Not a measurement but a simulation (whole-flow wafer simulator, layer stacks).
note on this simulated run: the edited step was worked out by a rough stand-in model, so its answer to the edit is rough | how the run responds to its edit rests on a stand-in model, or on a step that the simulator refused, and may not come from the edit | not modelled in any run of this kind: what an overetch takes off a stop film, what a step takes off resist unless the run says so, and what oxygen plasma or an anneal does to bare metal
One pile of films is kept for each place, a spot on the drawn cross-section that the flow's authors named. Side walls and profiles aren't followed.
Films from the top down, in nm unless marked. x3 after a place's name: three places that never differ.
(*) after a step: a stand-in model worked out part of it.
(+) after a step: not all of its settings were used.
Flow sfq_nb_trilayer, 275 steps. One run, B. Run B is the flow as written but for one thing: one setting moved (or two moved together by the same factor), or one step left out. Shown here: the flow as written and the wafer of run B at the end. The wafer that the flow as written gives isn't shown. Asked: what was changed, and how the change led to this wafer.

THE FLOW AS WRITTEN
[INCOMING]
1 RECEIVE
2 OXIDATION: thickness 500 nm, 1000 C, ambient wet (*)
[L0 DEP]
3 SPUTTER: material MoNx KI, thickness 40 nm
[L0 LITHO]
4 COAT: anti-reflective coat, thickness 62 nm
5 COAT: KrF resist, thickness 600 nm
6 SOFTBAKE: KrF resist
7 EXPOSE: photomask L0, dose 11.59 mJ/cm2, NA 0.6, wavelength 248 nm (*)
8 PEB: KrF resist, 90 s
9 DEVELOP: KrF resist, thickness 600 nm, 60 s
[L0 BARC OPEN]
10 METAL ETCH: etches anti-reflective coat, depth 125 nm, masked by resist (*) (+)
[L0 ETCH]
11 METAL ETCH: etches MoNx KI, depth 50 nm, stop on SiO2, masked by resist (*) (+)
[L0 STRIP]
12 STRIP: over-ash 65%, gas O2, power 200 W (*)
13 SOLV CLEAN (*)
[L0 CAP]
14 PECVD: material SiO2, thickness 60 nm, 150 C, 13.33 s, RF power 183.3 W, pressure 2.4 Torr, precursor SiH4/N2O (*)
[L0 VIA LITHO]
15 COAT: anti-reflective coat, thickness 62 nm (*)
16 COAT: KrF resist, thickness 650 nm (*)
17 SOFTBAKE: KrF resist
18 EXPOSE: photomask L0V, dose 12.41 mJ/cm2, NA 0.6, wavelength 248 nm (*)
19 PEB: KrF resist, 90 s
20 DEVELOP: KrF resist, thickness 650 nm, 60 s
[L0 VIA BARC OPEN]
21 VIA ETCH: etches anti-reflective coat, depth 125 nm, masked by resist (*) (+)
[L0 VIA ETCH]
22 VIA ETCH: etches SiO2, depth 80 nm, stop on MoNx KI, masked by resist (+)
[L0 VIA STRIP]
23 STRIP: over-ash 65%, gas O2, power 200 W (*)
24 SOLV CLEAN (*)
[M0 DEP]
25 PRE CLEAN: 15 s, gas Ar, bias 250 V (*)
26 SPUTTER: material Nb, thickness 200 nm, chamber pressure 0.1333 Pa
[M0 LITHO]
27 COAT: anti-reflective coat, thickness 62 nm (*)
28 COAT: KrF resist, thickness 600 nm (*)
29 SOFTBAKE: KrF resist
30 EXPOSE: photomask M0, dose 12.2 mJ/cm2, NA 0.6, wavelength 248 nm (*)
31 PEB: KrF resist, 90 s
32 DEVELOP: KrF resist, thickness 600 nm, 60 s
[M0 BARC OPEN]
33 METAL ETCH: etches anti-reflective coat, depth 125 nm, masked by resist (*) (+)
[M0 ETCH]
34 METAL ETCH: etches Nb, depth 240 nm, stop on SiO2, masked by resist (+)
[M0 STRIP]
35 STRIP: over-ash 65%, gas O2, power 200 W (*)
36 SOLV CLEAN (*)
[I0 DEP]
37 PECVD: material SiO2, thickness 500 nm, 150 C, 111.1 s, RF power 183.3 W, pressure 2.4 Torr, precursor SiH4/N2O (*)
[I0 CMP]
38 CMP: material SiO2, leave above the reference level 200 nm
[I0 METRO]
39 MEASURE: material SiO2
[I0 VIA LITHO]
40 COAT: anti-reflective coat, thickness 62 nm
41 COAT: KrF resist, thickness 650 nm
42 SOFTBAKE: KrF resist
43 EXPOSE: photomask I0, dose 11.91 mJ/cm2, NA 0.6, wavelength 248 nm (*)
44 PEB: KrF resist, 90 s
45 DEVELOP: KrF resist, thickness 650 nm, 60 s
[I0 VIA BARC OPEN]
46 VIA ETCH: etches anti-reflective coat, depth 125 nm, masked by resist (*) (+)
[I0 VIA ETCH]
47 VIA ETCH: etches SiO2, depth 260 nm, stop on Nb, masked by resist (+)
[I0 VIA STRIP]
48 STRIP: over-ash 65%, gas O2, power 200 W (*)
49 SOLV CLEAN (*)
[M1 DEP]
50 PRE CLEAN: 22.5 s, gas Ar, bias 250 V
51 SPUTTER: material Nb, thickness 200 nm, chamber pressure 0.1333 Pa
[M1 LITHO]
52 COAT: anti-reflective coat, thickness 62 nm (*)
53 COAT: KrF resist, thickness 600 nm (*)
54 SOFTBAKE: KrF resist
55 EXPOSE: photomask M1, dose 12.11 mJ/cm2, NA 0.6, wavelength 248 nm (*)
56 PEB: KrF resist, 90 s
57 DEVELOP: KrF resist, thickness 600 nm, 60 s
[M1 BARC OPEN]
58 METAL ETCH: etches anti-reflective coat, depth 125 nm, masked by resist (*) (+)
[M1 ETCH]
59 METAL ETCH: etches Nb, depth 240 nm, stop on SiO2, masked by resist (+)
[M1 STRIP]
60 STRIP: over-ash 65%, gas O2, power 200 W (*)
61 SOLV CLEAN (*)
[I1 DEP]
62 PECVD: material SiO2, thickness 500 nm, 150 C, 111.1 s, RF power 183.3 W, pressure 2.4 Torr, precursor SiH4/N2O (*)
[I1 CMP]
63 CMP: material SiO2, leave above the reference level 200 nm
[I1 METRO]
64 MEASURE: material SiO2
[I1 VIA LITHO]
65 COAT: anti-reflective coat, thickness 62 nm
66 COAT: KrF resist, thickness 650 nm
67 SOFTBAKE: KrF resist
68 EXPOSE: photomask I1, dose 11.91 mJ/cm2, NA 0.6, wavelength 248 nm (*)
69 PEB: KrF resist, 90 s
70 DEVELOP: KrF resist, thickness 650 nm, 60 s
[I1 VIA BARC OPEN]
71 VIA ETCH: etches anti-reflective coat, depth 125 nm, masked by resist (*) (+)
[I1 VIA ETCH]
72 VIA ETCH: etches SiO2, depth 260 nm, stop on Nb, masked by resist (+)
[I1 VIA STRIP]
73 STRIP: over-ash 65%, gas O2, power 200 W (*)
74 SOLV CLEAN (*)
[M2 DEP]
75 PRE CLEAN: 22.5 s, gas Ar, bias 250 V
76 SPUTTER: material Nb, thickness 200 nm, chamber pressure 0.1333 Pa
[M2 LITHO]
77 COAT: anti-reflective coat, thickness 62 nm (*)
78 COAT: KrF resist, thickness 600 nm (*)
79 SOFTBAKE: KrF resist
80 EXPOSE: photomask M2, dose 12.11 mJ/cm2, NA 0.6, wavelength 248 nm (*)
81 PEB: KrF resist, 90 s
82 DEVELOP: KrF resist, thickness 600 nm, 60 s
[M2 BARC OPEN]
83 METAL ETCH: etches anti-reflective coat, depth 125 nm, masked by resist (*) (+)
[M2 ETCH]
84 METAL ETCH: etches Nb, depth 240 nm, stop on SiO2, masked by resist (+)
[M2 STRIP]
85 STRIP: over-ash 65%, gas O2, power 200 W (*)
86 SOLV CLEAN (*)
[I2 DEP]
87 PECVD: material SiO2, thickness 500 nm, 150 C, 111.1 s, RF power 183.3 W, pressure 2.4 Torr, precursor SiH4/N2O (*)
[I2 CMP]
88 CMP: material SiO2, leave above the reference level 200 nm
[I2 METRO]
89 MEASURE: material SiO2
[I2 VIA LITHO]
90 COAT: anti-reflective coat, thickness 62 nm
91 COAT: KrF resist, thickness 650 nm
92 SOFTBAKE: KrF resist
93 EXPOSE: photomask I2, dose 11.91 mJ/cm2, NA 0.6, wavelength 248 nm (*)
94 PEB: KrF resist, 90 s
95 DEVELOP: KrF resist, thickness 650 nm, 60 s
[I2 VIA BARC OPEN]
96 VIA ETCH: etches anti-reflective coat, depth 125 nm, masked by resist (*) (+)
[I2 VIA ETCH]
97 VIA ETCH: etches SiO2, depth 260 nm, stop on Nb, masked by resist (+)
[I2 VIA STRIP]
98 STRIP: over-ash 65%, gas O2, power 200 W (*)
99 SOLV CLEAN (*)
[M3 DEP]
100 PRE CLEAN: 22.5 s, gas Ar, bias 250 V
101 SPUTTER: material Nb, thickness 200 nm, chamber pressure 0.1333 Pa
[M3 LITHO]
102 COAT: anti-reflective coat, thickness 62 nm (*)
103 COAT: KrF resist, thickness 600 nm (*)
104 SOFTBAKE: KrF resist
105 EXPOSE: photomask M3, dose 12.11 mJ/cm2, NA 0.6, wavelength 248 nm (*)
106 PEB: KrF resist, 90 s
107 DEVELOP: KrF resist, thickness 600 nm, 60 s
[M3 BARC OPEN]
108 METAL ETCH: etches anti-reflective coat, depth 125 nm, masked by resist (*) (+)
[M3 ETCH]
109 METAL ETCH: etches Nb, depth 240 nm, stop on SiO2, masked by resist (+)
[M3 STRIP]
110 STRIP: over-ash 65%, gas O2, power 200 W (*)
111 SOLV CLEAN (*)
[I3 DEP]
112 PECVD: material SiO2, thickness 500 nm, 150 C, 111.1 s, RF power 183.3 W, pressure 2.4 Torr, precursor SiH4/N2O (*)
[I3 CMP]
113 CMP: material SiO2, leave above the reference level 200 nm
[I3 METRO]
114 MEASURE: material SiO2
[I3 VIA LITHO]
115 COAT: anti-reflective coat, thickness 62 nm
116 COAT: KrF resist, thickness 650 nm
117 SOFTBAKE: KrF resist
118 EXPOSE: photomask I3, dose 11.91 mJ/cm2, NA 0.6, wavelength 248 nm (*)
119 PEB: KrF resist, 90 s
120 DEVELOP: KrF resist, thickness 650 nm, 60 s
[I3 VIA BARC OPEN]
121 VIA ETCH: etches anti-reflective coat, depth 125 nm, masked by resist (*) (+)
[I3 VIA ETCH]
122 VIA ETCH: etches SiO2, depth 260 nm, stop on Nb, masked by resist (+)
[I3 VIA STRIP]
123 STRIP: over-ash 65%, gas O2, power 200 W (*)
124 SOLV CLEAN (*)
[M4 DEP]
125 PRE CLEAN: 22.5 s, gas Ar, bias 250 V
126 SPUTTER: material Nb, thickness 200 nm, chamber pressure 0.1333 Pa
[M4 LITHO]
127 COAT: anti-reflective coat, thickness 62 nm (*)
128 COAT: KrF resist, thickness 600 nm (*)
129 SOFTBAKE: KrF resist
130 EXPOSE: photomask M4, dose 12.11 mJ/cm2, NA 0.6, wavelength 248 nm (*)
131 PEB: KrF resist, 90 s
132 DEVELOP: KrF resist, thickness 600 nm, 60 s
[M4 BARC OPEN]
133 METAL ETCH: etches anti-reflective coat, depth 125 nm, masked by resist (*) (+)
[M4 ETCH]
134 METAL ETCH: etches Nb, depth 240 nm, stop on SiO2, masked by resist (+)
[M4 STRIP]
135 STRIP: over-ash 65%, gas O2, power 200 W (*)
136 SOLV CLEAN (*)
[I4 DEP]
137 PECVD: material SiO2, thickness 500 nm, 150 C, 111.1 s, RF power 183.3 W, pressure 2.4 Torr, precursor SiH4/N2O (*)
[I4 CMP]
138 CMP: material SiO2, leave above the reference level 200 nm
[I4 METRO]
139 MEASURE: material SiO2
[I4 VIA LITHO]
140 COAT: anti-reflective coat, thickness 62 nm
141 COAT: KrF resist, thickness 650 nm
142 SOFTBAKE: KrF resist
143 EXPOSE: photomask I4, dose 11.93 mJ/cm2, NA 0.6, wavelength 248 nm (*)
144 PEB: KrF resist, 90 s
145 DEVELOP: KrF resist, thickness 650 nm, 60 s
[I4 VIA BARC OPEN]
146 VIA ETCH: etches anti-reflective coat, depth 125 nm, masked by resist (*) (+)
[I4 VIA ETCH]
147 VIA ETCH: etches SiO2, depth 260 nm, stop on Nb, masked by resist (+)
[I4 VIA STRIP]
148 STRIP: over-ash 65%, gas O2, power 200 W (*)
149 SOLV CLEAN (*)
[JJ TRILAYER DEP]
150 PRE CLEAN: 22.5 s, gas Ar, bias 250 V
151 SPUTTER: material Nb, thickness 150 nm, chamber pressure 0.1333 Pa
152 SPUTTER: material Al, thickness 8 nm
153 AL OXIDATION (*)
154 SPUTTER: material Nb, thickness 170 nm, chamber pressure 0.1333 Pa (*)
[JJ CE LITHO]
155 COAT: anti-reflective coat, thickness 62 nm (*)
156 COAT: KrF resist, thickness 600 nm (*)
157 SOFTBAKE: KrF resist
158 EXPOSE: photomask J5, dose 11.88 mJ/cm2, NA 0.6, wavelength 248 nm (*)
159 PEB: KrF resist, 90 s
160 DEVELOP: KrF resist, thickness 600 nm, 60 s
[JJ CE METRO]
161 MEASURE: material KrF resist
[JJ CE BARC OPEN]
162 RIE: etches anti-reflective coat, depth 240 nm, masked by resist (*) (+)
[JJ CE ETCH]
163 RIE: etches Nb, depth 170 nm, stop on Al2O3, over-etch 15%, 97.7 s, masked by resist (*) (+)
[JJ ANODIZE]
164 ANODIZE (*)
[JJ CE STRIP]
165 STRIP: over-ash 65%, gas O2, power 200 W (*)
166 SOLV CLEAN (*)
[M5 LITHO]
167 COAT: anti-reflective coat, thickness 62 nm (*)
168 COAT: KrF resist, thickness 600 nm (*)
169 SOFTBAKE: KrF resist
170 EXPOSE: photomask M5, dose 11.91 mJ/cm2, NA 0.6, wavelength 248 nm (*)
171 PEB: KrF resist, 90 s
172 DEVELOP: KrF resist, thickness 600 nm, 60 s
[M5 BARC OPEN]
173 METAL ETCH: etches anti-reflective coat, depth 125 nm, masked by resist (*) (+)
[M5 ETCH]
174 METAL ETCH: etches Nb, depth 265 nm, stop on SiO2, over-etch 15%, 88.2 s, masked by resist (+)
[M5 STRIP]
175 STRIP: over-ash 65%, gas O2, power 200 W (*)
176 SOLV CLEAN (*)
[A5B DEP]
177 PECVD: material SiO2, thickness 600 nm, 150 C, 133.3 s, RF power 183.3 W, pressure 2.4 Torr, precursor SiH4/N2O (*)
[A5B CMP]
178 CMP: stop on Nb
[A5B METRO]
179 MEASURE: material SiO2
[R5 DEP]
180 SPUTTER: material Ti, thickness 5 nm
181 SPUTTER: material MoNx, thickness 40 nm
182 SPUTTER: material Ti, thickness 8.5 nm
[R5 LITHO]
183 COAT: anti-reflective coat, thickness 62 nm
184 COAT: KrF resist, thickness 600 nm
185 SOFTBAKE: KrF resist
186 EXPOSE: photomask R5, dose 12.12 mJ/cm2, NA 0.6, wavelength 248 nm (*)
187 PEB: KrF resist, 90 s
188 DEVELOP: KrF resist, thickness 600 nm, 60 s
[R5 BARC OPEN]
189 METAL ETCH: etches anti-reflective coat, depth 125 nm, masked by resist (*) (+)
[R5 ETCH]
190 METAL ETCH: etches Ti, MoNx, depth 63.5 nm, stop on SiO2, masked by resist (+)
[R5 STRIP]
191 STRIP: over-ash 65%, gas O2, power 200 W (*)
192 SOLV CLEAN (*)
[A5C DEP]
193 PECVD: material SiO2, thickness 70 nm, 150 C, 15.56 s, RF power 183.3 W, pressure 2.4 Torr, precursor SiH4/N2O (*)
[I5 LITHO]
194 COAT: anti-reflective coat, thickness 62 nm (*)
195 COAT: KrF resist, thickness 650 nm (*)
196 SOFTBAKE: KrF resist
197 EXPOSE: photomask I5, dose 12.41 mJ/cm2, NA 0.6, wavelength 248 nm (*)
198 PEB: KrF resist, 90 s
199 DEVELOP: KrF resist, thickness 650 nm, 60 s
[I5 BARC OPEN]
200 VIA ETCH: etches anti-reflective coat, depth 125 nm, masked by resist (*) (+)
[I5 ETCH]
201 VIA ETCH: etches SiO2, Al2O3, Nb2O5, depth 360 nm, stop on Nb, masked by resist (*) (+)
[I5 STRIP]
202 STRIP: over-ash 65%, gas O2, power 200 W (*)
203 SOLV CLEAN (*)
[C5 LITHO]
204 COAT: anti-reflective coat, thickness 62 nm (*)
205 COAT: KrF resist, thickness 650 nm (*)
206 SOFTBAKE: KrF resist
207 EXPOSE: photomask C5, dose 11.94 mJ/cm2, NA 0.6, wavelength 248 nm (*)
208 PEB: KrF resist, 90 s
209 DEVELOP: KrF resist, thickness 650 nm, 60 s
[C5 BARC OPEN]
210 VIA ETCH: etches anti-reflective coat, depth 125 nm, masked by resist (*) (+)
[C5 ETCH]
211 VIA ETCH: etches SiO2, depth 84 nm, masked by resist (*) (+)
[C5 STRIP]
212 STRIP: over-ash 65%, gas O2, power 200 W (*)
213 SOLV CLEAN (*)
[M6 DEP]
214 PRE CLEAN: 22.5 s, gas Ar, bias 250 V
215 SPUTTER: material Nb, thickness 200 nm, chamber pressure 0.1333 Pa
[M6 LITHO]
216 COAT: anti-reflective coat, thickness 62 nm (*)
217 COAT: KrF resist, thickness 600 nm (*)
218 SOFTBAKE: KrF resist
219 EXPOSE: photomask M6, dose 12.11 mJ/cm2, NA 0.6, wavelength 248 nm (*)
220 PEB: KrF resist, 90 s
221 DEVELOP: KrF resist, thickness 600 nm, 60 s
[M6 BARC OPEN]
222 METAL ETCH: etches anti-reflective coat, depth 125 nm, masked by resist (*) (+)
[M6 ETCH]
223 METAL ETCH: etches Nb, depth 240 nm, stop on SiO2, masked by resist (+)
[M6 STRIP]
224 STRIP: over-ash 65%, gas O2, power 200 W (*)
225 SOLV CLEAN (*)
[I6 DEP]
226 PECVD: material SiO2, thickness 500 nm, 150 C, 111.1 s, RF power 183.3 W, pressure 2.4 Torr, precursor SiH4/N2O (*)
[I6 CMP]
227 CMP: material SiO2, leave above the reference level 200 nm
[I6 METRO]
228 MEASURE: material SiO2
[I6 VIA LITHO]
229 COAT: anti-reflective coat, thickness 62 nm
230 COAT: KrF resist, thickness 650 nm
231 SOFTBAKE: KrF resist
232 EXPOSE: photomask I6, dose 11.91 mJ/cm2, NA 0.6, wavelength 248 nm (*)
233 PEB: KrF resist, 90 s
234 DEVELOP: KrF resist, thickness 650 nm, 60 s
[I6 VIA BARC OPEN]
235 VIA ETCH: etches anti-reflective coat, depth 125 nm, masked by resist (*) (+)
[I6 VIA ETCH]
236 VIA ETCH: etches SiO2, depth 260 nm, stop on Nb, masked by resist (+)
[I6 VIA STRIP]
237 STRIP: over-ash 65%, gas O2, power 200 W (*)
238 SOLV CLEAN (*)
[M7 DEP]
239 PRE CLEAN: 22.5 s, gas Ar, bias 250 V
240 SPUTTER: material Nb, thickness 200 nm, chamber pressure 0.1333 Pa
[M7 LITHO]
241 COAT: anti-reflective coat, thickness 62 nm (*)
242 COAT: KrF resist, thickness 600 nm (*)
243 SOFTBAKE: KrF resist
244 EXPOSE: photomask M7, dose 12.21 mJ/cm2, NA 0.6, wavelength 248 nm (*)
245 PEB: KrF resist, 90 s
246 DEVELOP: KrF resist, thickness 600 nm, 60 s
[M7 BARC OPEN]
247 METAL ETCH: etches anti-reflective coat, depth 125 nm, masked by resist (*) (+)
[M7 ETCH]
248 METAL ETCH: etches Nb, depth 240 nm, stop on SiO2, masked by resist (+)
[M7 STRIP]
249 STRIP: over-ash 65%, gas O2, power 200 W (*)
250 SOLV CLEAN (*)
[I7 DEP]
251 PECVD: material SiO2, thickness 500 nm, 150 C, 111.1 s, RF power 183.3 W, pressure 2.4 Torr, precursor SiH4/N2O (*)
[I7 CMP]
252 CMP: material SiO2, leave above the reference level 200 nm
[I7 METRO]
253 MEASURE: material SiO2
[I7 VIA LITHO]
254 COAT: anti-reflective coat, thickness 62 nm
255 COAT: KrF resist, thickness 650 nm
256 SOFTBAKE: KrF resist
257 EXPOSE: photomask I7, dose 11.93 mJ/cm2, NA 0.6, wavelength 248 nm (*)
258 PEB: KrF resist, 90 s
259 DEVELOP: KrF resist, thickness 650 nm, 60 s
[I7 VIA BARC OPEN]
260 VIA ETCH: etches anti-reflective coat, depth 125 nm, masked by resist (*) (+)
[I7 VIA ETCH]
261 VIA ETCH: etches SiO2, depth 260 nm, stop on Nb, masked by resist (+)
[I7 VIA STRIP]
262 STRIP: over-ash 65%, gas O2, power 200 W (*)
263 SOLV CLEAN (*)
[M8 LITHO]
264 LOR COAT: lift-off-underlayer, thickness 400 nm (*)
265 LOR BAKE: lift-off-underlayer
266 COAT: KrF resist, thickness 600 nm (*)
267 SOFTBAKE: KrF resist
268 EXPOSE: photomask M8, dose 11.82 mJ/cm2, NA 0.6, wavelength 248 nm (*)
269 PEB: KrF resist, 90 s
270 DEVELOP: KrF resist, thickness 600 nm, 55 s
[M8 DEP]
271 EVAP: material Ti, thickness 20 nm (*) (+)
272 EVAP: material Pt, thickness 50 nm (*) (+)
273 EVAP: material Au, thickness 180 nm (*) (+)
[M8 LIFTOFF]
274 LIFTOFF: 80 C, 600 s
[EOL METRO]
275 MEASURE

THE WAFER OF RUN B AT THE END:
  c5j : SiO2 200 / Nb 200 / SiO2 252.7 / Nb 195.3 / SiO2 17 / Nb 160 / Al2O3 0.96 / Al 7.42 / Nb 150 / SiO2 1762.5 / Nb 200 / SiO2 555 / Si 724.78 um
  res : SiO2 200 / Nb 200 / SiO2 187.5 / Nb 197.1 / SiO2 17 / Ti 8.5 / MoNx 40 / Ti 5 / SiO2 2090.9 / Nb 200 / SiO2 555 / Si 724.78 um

The cause: step 211, VIA ETCH: depth 45.4 nm was run, where the flow has depth 84 nm.

How the change led to this, step by step:
  211 VIA ETCH: etches SiO2, depth 84 nm, masked by resist (*) (+)
      c5j: SiO2 -45.4 (as written it would be: SiO2 -69.9 (all of it), Nb -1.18)
      res: SiO2 -45.4 (as written it would be: SiO2 -69.9 (all of it))
      (and at 104 more places)
  214 PRE CLEAN: 22.5 s, gas Ar, bias 250 V
      c5j: SiO2 -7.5 (as written it would be: Nb -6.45)
      res: SiO2 -7.5 (as written it would be: Ti -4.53)
  215 SPUTTER: material Nb, thickness 200 nm, chamber pressure 0.1333 Pa
      c5j: Nb +195.3 (new film) (as written it would be: Nb +188.4)
      res: Nb +197.1 (new film) (as written it would be: Nb +192.9 (new film))
  216 COAT: anti-reflective coat, thickness 62 nm (*)
      ce_l: anti-reflective coat +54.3 (new film) (as written it would be: anti-reflective coat +48 (new film))
      c5j: anti-reflective coat +93 (new film) (as written it would be: anti-reflective coat +110.7 (new film))
      (and at 4 more places)
  224 STRIP: over-ash 65%, gas O2, power 200 W (*)
      ce_l: KrF resist -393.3 (all of it), anti-reflective coat -54.3 (all of it) (as written it would be: KrF resist -397.1 (all of it), anti-reflective coat -48 (all of it))
      c5j: KrF resist -407.4 (all of it), anti-reflective coat -93 (all of it) (as written it would be: KrF resist -418.3 (all of it), anti-reflective coat -110.7 (all of it))
      (and at 4 more places)
  226 PECVD: material SiO2, thickness 500 nm, 150 C, 111.1 s, RF power 183.3 W, pressure 2.4 Torr, precursor SiH4/N2O (*)
      c5j: SiO2 +500 (new film) (as written it would be: SiO2 +514.7 (new film))
  227 CMP: material SiO2, leave above the reference level 200 nm
      c5j: SiO2 -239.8 (as written it would be: SiO2 -223)
      res: SiO2 -305 (as written it would be: SiO2 -279.4)
Counting metal films that touch as one body, c5j has 5 bodies (between them, from the top down: SiO2 252.7; SiO2 17; Al2O3 0.96; SiO2 1762.5); the flow as written gives 4 bodies (between them, from the top down: SiO2 284.2; Al2O3 0.96; SiO2 1762.5).
Counting metal films that touch as one body, res has 4 bodies (between them, from the top down: SiO2 187.5; SiO2 17; SiO2 2090.9); the flow as written gives 3 bodies (between them, from the top down: SiO2 213.1; SiO2 2090.9).
